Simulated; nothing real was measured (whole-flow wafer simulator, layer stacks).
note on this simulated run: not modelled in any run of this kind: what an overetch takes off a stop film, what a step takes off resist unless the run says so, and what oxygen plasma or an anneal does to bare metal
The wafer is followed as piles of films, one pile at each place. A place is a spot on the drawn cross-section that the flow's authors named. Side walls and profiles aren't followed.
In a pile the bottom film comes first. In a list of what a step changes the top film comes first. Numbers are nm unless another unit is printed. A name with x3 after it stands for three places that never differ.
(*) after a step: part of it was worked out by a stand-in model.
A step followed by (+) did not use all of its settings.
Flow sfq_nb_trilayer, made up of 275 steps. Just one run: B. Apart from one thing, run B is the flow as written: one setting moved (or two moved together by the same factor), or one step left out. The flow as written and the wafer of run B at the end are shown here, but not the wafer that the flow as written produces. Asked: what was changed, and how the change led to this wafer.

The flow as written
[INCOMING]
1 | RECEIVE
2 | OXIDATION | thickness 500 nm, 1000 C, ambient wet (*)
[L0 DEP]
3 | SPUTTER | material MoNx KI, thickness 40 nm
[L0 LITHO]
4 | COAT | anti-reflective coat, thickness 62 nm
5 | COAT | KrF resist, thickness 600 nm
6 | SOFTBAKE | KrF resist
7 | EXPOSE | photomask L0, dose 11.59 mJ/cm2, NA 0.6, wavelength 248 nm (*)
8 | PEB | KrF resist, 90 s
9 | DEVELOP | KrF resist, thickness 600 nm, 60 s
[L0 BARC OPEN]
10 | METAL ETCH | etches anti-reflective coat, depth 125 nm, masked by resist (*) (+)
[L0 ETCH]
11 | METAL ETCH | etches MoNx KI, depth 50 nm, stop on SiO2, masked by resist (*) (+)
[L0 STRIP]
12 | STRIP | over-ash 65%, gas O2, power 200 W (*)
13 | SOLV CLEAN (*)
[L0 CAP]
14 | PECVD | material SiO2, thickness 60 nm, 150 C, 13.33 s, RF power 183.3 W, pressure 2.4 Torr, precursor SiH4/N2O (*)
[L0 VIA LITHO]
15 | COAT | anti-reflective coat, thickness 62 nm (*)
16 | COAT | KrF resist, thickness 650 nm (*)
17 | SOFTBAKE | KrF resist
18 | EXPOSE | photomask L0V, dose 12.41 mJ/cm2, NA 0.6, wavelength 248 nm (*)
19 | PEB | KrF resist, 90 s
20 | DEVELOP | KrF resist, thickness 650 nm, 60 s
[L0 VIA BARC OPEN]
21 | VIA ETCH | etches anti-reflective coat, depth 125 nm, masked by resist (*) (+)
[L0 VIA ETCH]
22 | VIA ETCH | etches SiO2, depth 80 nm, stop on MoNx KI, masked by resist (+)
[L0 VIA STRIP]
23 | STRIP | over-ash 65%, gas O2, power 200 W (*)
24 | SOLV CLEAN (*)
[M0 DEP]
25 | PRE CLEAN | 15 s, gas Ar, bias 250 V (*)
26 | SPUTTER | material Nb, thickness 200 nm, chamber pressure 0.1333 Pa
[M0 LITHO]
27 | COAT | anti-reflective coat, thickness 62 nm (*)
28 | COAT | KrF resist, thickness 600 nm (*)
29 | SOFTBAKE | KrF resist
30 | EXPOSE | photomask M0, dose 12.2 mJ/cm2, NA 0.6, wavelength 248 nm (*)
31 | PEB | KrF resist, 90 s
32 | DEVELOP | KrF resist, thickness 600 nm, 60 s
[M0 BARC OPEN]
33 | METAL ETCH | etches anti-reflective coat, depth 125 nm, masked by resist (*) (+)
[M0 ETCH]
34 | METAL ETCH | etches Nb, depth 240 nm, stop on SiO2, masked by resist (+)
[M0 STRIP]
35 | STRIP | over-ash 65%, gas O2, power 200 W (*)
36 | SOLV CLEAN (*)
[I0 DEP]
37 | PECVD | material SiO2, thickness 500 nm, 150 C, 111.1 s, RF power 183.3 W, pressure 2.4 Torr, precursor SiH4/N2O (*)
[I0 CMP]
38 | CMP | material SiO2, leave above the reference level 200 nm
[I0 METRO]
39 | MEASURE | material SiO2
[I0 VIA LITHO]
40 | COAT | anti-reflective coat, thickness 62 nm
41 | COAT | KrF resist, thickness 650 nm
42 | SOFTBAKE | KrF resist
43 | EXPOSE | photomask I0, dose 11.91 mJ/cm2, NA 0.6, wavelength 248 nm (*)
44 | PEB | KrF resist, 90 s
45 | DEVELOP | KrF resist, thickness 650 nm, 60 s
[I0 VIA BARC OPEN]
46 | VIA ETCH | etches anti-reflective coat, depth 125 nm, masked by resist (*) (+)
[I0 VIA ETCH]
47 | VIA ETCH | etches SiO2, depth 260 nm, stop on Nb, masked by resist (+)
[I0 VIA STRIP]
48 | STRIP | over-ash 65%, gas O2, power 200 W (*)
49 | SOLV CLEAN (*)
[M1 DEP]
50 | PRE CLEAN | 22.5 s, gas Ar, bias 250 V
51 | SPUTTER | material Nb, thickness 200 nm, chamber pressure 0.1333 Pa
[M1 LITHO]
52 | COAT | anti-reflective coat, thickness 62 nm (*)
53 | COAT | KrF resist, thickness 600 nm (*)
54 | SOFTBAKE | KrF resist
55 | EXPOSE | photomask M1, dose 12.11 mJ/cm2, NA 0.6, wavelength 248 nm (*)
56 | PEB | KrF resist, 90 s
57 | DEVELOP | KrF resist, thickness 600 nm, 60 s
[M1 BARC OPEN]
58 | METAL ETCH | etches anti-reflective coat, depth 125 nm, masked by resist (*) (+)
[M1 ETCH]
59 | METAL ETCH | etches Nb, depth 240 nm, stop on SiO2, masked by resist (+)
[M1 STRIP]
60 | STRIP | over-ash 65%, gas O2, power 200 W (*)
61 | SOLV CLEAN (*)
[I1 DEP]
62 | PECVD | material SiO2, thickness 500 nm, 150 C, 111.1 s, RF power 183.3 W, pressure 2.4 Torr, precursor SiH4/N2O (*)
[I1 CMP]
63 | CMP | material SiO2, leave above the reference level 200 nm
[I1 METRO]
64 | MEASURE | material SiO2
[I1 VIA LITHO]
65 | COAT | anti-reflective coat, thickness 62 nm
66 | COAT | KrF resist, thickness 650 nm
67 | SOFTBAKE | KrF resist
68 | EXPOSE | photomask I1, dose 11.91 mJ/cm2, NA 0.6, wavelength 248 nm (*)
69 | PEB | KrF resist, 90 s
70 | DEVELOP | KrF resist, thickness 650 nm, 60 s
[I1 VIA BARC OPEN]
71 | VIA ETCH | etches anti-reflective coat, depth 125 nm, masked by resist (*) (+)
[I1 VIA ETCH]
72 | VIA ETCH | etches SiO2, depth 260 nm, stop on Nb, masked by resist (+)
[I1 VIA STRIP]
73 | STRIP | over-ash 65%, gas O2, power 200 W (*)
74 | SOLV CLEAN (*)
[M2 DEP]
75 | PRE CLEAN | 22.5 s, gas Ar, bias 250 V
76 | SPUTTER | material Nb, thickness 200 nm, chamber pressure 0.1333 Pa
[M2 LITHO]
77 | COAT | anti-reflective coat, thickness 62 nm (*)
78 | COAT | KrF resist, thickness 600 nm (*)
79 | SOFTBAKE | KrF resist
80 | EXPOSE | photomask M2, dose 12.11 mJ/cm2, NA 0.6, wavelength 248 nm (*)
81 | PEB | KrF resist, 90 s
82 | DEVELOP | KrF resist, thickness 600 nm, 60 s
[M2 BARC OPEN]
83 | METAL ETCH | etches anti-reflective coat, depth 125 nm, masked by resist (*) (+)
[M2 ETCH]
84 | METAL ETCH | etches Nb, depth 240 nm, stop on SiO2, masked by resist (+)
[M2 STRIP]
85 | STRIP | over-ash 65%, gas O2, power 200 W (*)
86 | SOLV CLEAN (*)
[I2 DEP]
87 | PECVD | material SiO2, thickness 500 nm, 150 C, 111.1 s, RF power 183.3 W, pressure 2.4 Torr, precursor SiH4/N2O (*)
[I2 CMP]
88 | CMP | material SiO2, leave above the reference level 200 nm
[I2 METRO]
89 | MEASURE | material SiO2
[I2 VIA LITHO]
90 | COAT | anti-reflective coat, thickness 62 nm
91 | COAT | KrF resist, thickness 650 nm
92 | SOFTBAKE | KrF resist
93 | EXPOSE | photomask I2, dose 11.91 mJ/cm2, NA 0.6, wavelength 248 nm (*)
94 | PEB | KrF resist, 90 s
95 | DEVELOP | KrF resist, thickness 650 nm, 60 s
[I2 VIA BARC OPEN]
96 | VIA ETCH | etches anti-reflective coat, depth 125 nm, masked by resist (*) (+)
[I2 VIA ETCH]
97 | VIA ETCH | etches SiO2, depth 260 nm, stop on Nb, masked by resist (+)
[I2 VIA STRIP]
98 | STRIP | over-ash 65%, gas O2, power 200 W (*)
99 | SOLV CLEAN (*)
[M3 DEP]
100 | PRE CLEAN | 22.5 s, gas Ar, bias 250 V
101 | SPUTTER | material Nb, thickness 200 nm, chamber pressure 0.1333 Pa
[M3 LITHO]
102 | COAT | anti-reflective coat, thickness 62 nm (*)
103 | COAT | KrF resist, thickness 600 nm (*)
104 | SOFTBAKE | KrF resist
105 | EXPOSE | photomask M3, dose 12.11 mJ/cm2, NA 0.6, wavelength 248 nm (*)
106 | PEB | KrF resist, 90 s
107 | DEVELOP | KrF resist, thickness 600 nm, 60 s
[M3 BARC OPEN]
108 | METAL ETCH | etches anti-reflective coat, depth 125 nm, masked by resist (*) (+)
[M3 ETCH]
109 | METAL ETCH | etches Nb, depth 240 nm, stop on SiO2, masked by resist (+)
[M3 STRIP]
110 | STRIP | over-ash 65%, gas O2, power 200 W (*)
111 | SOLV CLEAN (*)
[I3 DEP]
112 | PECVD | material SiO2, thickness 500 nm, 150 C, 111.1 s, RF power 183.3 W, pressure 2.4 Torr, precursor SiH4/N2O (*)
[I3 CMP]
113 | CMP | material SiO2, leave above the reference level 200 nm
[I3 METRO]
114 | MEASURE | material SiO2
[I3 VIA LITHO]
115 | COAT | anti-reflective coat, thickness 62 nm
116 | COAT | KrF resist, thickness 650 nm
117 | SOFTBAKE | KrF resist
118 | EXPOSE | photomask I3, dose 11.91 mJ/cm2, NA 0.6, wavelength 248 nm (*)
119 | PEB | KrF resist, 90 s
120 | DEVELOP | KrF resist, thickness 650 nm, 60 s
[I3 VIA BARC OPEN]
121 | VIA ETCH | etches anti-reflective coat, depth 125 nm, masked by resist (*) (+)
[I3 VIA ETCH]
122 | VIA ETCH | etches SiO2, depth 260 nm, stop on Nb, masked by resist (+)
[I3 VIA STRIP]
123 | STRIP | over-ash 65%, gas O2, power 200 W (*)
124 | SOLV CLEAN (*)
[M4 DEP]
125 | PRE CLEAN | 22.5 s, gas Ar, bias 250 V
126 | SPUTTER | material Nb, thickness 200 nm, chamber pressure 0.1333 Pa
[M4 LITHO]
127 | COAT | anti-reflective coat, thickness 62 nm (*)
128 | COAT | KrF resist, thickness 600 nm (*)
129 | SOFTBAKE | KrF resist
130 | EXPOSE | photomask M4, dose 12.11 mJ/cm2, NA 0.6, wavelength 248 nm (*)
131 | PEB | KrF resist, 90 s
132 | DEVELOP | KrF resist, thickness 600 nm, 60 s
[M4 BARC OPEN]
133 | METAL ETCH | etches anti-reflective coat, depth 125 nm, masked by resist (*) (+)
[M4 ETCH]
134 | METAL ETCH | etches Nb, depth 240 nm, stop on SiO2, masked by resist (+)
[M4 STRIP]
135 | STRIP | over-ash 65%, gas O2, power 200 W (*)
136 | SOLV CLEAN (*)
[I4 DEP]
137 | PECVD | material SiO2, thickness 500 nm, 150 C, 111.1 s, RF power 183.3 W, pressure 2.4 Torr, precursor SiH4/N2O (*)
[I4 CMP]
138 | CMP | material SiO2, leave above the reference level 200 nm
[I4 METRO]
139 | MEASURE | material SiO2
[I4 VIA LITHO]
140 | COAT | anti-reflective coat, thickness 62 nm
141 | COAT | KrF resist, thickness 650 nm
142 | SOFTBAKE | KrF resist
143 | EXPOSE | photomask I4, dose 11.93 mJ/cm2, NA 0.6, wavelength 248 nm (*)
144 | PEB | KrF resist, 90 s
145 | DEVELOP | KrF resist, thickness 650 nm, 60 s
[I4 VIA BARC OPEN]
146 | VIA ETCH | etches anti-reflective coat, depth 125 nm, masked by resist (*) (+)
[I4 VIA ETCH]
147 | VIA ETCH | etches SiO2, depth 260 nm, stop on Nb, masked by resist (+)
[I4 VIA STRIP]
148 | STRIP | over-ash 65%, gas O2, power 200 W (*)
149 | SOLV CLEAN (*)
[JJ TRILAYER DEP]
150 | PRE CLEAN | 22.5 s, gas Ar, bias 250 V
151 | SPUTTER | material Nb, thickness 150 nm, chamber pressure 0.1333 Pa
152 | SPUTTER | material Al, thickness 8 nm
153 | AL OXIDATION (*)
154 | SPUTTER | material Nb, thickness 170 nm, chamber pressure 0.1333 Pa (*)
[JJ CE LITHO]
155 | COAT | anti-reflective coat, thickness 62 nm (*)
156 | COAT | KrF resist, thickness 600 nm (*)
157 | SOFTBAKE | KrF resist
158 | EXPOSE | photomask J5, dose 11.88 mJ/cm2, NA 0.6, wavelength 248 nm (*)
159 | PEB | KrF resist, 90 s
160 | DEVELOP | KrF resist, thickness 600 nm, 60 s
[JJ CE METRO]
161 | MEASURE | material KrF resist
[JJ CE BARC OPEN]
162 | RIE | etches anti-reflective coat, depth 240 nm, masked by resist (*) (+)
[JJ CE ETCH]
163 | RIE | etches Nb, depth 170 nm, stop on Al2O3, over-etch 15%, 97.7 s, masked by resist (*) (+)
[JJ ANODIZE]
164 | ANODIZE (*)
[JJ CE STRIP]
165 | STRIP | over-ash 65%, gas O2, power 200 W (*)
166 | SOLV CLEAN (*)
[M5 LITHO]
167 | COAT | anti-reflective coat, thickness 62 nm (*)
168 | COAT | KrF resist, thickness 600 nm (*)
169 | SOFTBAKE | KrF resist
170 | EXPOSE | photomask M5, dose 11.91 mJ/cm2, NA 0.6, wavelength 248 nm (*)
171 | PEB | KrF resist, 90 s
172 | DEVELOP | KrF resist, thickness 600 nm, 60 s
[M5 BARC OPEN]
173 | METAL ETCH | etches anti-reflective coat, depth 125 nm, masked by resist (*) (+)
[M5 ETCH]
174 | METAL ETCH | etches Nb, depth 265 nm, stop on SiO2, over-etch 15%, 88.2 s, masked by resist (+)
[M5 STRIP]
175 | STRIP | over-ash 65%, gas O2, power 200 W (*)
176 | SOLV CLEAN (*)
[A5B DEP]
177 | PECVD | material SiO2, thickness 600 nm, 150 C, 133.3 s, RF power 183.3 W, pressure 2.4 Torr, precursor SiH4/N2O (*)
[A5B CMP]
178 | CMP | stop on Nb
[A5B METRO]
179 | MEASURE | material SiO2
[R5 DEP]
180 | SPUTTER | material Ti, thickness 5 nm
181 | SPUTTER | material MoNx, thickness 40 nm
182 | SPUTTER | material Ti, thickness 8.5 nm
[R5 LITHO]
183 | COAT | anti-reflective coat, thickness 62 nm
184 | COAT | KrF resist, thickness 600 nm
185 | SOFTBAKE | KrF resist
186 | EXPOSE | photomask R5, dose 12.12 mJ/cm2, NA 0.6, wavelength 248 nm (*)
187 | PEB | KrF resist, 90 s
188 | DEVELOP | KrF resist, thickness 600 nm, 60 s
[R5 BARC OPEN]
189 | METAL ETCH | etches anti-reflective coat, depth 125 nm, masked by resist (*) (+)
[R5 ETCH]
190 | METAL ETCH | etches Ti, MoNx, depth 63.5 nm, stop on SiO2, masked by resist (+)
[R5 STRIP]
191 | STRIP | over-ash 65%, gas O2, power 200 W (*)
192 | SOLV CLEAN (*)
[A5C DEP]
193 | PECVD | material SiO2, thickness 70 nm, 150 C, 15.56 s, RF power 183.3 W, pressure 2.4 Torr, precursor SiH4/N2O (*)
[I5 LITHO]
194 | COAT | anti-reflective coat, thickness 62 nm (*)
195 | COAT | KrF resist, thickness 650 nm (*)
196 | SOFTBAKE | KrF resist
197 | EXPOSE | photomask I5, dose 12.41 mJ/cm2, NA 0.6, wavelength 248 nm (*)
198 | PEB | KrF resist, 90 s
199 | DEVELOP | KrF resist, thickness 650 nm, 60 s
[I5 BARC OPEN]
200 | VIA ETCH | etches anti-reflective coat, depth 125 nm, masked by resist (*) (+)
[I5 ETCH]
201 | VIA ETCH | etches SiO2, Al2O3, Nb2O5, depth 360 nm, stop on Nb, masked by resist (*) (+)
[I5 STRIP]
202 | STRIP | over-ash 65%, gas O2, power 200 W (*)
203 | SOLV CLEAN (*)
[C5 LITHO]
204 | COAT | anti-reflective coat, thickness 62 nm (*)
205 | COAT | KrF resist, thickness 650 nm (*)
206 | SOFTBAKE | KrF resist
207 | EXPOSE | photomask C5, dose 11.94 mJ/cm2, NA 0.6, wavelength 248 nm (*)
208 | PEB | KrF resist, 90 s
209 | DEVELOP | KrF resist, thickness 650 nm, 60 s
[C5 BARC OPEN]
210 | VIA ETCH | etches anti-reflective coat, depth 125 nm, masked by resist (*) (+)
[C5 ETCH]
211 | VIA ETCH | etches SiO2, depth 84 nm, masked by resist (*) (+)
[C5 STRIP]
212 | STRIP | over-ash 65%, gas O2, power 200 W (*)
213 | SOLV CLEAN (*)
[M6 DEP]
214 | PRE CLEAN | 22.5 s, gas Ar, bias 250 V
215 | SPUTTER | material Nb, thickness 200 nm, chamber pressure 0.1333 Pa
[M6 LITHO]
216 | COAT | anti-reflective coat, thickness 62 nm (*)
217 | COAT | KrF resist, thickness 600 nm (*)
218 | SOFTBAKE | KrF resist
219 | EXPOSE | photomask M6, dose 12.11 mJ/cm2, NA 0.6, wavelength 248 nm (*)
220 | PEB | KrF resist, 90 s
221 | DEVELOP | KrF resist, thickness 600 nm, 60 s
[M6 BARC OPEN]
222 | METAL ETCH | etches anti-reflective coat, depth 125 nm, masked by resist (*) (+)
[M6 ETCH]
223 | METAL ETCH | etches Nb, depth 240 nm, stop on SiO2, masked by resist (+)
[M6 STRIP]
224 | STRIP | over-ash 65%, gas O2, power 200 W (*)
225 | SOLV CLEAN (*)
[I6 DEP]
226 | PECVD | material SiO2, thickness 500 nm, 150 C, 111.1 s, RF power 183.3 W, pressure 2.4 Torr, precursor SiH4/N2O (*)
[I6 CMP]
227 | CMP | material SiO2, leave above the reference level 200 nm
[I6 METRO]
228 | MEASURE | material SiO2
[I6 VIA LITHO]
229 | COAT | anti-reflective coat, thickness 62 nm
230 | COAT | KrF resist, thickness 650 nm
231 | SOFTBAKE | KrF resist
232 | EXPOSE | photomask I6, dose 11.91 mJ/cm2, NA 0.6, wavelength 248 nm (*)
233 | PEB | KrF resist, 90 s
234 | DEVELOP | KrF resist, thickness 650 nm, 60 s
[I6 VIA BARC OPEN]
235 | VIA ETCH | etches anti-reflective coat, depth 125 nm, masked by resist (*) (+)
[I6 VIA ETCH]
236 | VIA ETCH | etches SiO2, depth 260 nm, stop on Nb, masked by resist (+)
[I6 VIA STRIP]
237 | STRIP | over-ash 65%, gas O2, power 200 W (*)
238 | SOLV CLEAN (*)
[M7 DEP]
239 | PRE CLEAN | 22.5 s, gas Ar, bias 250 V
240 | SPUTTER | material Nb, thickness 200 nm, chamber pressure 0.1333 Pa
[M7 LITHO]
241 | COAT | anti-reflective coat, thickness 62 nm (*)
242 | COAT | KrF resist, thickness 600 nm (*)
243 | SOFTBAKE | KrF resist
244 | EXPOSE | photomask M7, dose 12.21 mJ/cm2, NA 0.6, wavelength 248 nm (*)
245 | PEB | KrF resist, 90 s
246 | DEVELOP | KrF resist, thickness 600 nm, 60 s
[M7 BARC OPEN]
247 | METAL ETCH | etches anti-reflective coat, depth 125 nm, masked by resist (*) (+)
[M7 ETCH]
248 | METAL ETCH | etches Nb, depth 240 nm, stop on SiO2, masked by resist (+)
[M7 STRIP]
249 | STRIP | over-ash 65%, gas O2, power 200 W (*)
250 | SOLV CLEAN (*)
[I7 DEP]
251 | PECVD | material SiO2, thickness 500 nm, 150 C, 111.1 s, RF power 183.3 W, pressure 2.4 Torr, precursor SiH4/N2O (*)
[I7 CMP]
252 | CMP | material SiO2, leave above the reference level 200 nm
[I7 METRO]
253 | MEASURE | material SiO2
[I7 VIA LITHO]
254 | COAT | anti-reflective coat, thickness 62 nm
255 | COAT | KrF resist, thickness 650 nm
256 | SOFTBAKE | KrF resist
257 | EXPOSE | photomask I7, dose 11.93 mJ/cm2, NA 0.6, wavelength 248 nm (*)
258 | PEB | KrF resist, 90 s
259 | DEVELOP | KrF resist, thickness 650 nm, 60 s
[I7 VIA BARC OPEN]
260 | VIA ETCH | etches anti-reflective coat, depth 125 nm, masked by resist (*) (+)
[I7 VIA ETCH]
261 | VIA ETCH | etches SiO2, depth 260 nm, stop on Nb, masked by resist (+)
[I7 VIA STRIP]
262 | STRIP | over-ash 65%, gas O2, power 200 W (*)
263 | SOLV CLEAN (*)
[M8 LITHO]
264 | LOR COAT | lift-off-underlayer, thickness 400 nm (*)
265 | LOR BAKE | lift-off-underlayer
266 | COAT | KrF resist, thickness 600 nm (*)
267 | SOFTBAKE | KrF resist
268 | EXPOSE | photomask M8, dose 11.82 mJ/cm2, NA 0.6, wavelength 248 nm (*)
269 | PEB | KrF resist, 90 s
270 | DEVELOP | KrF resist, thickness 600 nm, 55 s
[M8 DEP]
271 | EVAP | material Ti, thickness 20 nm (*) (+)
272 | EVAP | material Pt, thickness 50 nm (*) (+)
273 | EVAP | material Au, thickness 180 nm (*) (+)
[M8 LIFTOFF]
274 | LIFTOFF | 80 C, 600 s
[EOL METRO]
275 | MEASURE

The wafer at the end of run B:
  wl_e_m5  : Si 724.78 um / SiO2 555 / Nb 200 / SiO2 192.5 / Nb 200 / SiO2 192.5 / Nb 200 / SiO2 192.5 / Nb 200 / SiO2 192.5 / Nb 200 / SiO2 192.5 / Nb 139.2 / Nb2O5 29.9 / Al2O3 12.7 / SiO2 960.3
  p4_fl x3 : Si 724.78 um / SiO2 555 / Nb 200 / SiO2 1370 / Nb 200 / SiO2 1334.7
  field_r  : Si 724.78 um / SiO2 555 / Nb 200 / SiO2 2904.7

The reason: step 240, SPUTTER: thickness 158.8 nm was run, while the flow as written has thickness 200 nm.

How this came from the change, step by step:
  240 | SPUTTER | material Nb, thickness 200 nm, chamber pressure 0.1333 Pa
      field_l, v_sur, via_wl and 102 more: +158.8 Nb (new film) (in the flow as written it would be: +200 Nb (new film))
      via_v: +127.8 Nb (in the flow as written it would be: +161.1 Nb)
  248 | METAL ETCH | etches Nb, depth 240 nm, stop on SiO2, masked by resist (+)
      field_l, field_r, lsp_l and 62 more: -158.8 Nb (all of it) (in the flow as written it would be: -200 Nb (all of it))
  251 | PECVD | material SiO2, thickness 500 nm, 150 C, 111.1 s, RF power 183.3 W, pressure 2.4 Torr, precursor SiH4/N2O (*)
      m7r_space_l x2: +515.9 SiO2 (in the flow as written it would be: +557.1 SiO2)
  252 | CMP | material SiO2, leave above the reference level 200 nm
      field_l, p4_fl x3, p4_w1 x9 and 46 more: -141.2 SiO2 (in the flow as written it would be: -100 SiO2)
      field_r, lsp_l: -123.5 SiO2 (in the flow as written it would be: -77.7 SiO2)
      (as well as at 3 more places)
